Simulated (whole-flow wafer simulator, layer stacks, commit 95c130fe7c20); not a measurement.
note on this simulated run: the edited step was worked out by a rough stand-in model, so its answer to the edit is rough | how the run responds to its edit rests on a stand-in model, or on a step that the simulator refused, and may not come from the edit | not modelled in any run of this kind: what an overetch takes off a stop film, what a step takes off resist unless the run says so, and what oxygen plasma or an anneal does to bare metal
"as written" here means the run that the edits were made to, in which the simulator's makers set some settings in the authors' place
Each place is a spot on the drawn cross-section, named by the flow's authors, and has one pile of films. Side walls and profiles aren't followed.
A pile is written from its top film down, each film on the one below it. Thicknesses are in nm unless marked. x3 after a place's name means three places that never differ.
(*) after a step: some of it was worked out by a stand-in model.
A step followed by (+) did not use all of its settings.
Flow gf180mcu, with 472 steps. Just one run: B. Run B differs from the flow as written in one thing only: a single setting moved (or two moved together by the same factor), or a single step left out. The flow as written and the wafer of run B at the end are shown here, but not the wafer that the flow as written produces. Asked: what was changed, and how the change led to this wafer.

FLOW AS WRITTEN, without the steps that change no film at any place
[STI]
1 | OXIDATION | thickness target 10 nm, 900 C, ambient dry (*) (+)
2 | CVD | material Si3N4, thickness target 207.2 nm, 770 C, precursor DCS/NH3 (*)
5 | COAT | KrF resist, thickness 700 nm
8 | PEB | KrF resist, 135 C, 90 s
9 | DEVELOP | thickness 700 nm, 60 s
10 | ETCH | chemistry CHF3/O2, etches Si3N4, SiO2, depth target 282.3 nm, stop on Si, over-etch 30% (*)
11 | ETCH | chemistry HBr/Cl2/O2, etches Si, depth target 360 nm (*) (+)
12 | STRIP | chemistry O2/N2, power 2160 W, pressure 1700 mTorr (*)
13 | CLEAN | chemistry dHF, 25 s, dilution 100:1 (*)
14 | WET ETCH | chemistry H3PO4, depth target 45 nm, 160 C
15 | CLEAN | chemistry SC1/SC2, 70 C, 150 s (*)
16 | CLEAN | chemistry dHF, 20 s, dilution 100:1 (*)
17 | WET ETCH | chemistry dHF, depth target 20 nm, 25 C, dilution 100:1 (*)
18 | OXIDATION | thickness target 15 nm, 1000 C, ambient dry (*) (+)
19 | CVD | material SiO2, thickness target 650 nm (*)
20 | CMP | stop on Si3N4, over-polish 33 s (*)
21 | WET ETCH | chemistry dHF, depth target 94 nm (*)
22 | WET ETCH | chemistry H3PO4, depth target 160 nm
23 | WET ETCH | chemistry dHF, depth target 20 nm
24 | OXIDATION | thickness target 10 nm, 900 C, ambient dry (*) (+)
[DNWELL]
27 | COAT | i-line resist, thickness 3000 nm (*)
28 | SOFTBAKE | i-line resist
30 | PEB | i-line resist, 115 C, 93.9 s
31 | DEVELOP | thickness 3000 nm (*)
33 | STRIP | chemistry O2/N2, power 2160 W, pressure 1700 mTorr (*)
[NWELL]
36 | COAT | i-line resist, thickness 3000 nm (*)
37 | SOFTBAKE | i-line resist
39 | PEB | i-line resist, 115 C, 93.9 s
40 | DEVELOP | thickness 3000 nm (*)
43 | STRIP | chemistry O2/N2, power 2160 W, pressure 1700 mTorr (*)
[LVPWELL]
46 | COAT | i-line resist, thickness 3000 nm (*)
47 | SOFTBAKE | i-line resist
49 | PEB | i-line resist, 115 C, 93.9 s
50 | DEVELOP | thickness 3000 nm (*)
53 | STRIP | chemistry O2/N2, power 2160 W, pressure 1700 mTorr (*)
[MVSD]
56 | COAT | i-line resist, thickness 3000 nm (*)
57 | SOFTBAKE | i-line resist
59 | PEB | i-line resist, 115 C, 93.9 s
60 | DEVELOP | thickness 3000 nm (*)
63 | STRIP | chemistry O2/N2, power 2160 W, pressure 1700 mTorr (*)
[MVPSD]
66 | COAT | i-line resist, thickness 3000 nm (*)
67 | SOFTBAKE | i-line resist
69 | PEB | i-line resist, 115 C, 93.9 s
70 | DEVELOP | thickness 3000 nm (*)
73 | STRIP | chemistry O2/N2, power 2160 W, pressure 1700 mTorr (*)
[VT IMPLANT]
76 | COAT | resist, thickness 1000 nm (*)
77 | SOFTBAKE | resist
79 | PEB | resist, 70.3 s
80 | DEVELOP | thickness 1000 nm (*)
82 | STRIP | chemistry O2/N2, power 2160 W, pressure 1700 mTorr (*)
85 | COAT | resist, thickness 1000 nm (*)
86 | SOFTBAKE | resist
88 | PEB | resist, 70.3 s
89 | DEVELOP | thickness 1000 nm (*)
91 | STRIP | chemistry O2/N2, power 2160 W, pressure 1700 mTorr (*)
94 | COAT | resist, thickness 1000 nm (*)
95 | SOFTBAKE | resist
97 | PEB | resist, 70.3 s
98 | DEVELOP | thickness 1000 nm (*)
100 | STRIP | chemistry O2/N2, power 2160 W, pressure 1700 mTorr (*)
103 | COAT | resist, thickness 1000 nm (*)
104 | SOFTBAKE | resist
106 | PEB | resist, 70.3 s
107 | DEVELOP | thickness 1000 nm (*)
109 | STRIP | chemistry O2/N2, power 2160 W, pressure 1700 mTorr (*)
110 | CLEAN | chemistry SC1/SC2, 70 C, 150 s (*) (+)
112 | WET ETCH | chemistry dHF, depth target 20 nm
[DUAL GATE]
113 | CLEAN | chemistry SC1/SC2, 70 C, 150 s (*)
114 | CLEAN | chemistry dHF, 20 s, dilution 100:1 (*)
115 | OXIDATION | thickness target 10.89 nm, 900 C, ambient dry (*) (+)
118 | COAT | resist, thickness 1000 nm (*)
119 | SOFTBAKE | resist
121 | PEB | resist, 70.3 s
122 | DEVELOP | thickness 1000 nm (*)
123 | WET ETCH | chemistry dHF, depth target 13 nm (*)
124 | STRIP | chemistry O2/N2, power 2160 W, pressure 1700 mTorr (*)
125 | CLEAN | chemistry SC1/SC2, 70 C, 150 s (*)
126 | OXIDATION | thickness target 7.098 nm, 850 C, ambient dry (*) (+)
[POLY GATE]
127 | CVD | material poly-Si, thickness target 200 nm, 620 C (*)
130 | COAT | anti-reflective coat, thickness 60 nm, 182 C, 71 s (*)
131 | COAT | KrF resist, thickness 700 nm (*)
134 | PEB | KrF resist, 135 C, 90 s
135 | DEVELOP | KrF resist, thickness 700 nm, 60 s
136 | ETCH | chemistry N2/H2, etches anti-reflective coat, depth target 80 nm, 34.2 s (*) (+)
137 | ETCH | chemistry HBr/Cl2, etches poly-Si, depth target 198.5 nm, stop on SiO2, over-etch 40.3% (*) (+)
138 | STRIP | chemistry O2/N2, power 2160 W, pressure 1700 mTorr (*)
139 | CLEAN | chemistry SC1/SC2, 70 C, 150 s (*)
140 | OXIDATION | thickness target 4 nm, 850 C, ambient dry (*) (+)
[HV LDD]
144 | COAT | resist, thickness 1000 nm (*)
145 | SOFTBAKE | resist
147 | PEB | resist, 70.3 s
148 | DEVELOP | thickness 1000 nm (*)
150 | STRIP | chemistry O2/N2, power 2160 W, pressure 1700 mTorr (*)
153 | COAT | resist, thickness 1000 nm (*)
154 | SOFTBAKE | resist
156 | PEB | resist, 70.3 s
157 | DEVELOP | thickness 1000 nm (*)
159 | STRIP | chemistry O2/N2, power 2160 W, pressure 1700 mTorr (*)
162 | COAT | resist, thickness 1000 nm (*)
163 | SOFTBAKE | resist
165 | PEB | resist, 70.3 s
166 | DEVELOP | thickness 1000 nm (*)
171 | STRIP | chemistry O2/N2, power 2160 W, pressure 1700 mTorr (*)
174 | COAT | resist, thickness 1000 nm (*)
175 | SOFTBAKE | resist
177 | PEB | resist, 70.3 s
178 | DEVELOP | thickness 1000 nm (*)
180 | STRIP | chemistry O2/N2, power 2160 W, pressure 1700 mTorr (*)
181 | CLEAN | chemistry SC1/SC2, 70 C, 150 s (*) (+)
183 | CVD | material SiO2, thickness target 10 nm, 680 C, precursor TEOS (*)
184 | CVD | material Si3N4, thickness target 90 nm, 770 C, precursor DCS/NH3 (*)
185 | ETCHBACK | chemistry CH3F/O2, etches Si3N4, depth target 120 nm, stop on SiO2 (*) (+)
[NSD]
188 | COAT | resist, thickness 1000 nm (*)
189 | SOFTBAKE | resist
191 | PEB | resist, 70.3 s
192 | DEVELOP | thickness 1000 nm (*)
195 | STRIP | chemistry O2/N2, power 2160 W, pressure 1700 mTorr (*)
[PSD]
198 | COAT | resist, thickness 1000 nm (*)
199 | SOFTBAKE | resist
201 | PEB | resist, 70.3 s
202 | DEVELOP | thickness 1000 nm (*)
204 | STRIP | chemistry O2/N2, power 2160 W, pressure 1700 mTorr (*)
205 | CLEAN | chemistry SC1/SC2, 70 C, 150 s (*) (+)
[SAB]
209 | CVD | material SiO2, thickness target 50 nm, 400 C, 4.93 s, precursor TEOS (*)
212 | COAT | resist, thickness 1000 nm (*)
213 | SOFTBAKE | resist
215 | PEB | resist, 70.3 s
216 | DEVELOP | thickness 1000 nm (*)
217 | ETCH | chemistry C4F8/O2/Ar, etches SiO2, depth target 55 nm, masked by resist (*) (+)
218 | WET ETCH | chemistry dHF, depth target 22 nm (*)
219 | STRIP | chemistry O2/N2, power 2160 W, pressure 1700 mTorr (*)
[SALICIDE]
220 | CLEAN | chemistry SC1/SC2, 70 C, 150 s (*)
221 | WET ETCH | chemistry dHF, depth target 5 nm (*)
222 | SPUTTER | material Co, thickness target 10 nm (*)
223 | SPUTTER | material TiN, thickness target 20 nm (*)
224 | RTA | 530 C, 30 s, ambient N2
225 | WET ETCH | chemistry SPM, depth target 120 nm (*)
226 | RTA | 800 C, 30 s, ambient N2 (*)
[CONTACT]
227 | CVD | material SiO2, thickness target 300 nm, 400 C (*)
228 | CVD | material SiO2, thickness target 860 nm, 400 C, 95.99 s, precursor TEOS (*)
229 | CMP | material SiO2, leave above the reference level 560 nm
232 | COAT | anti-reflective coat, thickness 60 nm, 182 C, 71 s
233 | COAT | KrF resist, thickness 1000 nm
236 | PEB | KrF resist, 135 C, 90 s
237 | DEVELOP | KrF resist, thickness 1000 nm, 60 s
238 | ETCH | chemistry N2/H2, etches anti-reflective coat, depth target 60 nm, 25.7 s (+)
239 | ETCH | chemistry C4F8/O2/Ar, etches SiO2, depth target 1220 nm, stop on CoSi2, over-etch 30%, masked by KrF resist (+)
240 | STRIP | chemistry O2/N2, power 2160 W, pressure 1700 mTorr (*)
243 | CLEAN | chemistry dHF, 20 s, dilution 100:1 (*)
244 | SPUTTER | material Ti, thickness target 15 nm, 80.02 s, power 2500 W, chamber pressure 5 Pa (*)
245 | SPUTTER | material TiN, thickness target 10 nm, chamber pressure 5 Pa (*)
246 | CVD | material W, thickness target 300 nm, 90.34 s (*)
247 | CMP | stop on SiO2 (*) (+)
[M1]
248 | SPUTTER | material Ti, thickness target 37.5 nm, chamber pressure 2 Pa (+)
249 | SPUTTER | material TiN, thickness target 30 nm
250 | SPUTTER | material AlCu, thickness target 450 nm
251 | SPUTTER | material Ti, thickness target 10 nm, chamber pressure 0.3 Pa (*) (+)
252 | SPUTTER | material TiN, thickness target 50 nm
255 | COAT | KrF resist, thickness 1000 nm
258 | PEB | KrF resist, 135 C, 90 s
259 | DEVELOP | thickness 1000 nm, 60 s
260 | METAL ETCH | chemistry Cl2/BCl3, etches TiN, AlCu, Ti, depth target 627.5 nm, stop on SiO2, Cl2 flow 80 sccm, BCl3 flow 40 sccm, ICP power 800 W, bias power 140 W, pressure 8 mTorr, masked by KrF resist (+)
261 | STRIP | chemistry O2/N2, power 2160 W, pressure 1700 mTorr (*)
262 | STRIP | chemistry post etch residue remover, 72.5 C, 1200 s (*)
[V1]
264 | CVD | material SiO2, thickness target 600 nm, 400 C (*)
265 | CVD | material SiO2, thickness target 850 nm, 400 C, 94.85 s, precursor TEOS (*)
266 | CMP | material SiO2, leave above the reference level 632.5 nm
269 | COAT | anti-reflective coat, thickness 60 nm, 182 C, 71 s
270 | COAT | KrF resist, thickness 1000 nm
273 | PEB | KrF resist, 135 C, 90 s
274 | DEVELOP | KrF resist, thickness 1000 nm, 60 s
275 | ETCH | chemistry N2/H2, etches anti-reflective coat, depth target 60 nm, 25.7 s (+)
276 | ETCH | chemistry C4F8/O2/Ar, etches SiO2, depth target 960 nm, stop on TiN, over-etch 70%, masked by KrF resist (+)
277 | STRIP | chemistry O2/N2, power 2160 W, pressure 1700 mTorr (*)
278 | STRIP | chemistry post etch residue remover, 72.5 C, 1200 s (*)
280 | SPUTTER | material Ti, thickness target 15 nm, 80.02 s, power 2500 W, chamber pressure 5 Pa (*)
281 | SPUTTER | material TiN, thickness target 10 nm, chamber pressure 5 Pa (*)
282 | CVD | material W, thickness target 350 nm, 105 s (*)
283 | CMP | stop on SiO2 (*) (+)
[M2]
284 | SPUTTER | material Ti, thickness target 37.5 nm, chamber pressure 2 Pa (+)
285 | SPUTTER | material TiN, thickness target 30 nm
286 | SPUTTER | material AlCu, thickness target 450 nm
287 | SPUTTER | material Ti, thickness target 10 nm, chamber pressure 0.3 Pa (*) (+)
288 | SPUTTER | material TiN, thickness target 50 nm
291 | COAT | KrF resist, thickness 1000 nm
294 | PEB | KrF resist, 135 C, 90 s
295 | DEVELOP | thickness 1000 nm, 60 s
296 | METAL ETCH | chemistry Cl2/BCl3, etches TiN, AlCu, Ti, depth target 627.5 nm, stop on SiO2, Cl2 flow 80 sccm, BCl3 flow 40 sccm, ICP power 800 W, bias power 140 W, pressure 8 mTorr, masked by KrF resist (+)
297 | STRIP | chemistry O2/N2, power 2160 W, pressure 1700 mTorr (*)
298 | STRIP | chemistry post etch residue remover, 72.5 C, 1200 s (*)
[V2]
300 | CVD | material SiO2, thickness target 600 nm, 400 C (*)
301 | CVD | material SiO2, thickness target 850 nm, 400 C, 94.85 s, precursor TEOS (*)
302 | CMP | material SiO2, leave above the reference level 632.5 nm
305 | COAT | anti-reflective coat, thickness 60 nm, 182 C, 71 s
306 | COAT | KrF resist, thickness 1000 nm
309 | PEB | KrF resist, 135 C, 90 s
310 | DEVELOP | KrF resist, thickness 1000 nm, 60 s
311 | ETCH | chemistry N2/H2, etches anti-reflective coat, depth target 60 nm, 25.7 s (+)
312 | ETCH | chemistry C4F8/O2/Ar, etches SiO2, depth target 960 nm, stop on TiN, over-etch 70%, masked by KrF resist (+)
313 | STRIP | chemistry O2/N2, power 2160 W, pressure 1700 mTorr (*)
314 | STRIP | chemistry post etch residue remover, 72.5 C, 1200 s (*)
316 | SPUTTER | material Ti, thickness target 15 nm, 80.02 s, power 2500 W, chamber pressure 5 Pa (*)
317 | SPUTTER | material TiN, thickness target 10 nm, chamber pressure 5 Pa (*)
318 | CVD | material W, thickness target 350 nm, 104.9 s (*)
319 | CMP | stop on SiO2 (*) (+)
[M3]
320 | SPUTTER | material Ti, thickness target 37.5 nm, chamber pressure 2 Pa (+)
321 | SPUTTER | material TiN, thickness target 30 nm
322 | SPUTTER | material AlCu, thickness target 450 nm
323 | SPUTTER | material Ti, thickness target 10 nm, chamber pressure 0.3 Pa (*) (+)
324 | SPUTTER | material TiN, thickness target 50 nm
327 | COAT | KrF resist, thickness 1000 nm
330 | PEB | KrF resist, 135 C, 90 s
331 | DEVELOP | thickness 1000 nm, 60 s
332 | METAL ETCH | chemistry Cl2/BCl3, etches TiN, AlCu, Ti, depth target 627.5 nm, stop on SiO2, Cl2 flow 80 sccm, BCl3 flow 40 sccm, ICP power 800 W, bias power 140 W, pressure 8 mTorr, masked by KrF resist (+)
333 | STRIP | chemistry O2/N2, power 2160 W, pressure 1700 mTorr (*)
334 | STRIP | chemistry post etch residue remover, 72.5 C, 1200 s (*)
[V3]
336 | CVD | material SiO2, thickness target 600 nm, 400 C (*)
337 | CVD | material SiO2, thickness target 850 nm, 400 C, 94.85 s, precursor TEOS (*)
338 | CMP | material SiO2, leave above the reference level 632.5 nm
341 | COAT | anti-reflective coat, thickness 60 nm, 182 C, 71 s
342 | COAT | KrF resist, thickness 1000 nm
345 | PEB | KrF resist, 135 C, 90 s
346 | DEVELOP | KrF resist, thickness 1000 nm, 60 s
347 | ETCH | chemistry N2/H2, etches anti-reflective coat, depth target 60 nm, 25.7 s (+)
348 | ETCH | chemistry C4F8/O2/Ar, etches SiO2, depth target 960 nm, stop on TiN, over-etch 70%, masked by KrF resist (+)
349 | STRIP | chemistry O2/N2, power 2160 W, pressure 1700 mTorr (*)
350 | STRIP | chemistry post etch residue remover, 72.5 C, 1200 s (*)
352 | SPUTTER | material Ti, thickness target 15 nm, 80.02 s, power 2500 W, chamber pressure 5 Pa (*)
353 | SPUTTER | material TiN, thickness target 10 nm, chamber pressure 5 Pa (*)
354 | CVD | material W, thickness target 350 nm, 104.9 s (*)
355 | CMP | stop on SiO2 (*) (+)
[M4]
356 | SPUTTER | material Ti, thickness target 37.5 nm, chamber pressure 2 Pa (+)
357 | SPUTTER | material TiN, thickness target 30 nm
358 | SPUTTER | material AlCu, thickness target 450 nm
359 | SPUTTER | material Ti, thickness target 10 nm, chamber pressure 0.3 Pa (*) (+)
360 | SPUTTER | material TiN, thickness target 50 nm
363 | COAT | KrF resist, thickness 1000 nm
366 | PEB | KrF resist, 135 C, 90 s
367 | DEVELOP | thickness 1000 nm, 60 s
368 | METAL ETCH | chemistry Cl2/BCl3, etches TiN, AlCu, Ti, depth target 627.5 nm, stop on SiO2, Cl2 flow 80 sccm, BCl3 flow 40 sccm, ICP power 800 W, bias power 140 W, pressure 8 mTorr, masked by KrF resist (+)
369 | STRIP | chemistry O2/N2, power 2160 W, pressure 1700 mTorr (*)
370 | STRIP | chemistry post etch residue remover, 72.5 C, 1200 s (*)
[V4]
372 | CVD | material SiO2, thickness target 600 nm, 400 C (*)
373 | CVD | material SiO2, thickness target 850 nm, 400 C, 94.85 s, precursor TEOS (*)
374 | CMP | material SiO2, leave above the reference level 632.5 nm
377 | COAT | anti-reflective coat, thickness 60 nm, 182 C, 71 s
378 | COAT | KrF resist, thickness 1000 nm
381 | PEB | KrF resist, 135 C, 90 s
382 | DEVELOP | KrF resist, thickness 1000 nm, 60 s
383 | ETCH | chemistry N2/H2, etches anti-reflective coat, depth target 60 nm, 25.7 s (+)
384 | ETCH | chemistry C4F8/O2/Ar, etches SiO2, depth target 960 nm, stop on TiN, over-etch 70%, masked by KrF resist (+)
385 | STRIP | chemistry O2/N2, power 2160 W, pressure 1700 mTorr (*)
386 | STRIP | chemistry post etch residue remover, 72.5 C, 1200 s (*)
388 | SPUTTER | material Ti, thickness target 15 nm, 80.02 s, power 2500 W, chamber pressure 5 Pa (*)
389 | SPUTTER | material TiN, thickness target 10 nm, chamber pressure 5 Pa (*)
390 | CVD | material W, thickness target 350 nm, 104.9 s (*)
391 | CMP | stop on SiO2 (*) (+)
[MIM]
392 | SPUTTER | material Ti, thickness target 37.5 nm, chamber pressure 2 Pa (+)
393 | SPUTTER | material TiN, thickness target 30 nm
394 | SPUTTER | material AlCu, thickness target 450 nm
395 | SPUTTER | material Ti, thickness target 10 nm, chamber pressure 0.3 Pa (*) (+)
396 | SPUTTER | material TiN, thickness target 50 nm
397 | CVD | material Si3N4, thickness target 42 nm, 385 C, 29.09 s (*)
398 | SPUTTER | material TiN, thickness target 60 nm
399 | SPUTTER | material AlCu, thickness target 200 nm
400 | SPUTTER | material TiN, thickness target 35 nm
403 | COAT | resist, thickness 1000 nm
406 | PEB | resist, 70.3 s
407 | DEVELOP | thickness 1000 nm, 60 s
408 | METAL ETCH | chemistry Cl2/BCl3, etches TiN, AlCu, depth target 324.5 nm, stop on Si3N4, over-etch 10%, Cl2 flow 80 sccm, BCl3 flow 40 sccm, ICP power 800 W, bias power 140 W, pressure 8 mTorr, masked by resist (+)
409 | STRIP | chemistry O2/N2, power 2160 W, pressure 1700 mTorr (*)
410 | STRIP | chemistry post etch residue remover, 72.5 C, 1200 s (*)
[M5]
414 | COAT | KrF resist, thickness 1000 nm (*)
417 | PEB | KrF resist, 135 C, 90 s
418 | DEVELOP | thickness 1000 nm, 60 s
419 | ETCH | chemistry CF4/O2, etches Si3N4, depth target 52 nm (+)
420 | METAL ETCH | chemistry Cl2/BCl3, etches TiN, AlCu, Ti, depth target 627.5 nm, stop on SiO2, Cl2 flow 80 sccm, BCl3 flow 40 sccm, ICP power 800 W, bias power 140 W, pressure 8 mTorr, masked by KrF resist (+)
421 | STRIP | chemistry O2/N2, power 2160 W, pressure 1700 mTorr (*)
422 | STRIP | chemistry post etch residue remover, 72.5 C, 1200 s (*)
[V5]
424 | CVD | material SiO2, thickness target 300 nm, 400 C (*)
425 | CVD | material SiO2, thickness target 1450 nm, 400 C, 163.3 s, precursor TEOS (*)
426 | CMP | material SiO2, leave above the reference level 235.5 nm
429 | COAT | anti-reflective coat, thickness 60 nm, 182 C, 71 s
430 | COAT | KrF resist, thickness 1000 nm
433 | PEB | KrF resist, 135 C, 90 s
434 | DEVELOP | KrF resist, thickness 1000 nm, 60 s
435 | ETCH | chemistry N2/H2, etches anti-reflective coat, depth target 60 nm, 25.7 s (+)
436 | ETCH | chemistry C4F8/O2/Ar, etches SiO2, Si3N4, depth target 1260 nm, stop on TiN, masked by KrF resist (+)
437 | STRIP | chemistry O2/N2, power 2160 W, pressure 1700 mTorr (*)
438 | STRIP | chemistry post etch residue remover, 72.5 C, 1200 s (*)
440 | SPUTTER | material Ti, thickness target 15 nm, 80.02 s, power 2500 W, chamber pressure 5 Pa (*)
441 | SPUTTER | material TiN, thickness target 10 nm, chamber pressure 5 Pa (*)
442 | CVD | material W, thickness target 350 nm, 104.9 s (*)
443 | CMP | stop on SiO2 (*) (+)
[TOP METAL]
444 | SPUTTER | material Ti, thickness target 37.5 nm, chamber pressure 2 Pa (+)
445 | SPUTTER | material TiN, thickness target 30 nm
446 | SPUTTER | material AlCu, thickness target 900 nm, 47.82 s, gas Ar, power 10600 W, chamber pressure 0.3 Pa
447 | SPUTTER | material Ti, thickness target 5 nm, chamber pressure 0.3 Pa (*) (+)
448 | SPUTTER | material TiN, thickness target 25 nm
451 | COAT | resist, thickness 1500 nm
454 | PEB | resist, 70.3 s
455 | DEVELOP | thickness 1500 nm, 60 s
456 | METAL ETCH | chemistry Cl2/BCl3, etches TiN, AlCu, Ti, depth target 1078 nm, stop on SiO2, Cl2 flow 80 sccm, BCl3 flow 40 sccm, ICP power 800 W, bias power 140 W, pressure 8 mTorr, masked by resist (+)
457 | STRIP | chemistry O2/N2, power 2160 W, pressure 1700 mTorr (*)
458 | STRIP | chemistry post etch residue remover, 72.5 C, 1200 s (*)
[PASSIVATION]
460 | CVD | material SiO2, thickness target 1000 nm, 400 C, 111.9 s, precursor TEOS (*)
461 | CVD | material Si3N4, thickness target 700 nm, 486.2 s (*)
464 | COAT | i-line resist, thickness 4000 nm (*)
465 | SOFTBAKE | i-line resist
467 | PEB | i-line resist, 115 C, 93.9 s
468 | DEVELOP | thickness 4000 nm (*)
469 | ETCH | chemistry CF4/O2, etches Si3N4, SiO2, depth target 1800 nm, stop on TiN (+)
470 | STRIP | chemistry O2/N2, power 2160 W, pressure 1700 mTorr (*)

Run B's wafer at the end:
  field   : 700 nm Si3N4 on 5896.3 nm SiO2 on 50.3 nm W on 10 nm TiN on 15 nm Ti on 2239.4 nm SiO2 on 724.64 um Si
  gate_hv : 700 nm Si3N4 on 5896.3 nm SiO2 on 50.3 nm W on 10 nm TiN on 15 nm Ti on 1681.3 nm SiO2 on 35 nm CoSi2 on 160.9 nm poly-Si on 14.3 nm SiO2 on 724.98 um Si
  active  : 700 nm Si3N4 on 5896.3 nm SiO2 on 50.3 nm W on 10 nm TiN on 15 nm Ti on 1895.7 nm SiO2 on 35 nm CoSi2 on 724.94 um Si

The reason: step 265, CVD: thickness target 434 nm was run, while the flow as written has thickness target 850 nm; step 265, CVD: 48.37 s was run, where the flow has 94.85 s.

How this came from the change, step by step:
  265 | CVD | material SiO2, thickness target 850 nm, 400 C, 94.85 s, precursor TEOS (*)
      field, field__w1, field__w2 and 108 more: SiO2 gains 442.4 (in the flow as written it would be: SiO2 gains 850)
  266 | CMP | material SiO2, leave above the reference level 632.5 nm
      field, field__w1, field__w2 and 99 more: nothing (in the flow as written it would be: SiO2 loses 300)
      field__w8, contact, m1 and 6 more: SiO2 loses 469.5 (in the flow as written it would be: SiO2 loses 877.1)
  269 | COAT | anti-reflective coat, thickness 60 nm, 182 C, 71 s
      field: anti-reflective coat gains 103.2 (new film) (in the flow as written it would be: anti-reflective coat gains 60 (new film))
      field__w1: anti-reflective coat gains 85.1 (new film) (in the flow as written it would be: anti-reflective coat gains 60 (new film))
      (and at 19 other places as well)
  270 | COAT | KrF resist, thickness 1000 nm
      field__w1: KrF resist gains 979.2 (new film) (in the flow as written it would be: KrF resist gains 1000 (new film))
      n_well: KrF resist gains 972.5 (new film) (in the flow as written it would be: KrF resist gains 1000 (new film))
      (and at 5 other places as well)
  273 | PEB | KrF resist, 135 C, 90 s
      m1: KrF resist loses 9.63 (in the flow as written it would be: KrF resist loses 10.5)
      m1_nw: KrF resist loses 9.66 (in the flow as written it would be: KrF resist loses 10.5)
  274 | DEVELOP | KrF resist, thickness 1000 nm, 60 s
      contact: KrF resist loses 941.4 (all of it) (in the flow as written it would be: KrF resist loses 989.5 (all of it))
  275 | ETCH | chemistry N2/H2, etches anti-reflective coat, depth target 60 nm, 25.7 s (+)
      contact: anti-reflective coat loses 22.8 (all of it), SiO2 loses 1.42 (in the flow as written it would be: anti-reflective coat loses 60 (all of it), SiO2 loses 0.46)
  277 | STRIP | chemistry O2/N2, power 2160 W, pressure 1700 mTorr (*)
      field: KrF resist loses 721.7 (all of it), anti-reflective coat loses 103.2 (all of it) (in the flow as written it would be: KrF resist loses 739.2 (all of it), anti-reflective coat loses 60 (all of it))
      field__w1: KrF resist loses 718.6 (all of it), anti-reflective coat loses 85.1 (all of it) (in the flow as written it would be: KrF resist loses 739.2 (all of it), anti-reflective coat loses 60 (all of it))
      (and at 18 other places as well)
  280 | SPUTTER | material Ti, thickness target 15 nm, 80.02 s, power 2500 W, chamber pressure 5 Pa (*)
      contact: Ti gains 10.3 (new film) (in the flow as written it would be: Ti gains 9.65 (new film))
  282 | CVD | material W, thickness target 350 nm, 105 s (*)
      contact: W gains 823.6 (new film) (in the flow as written it would be: W gains 932.3 (new film))
  283 | CMP | stop on SiO2 (*) (+)
      field, field__w1, field__w2 and 99 more: W loses 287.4 (in the flow as written it would be: W loses 350 (all of it), TiN loses 10 (all of it), Ti loses 15 (all of it), SiO2 loses 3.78)
      field__w8, m1, m1__w1, polyc_n, polyc_n_rim, polyc_p, polyc_p_rim, m1_nw: W loses 350 (all of it), TiN loses 10 (all of it), Ti loses 15 (all of it), SiO2 loses 20 (in the flow as written it would be: W loses 350 (all of it), TiN loses 10 (all of it), Ti loses 15 (all of it), SiO2 loses 3.78)
      (and at 1 other place as well)
  296 | METAL ETCH | chemistry Cl2/BCl3, etches TiN, AlCu, Ti, depth target 627.5 nm, stop on SiO2, Cl2 flow 80 sccm, BCl3 flow 40 sccm, ICP power 800 W, bias power 140 W, pressure 8 mTorr, masked by KrF resist (+)
      field, field__w1, field__w2 and 99 more: TiN loses 50 (all of it), Ti loses 10 (all of it), AlCu loses 450 (all of it), TiN loses 30 (all of it), Ti loses 37.5 (all of it), W loses 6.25 (in the flow as written it would be: TiN loses 50 (all of it), Ti loses 10 (all of it), AlCu loses 450 (all of it), TiN loses 30 (all of it), Ti loses 37.5 (all of it))
  298 | STRIP | chemistry post etch residue remover, 72.5 C, 1200 s (*)
      field, field__w1, field__w2 and 99 more: W loses 6.01 (in the flow as written it would be: nothing)
  300 | CVD | material SiO2, thickness target 600 nm, 400 C (*)
      field, field__w1, field__w2 and 99 more: SiO2 gains 600 (new film) (in the flow as written it would be: SiO2 gains 600)
  302 | CMP | material SiO2, leave above the reference level 632.5 nm
      field, field__w1, field__w2 and 99 more: SiO2 loses 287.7 (in the flow as written it would be: SiO2 loses 300)
With metal films that touch counted as one body, field has 1 body; the flow as written gives 0 bodies.
With metal films that touch counted as one body, gate_hv has 2 bodies (between them, from the top down: SiO2 1681.3); the flow as written gives 1 body.
With metal films that touch counted as one body, active has 2 bodies (between them, from the top down: SiO2 1895.7); the flow as written gives 1 body.
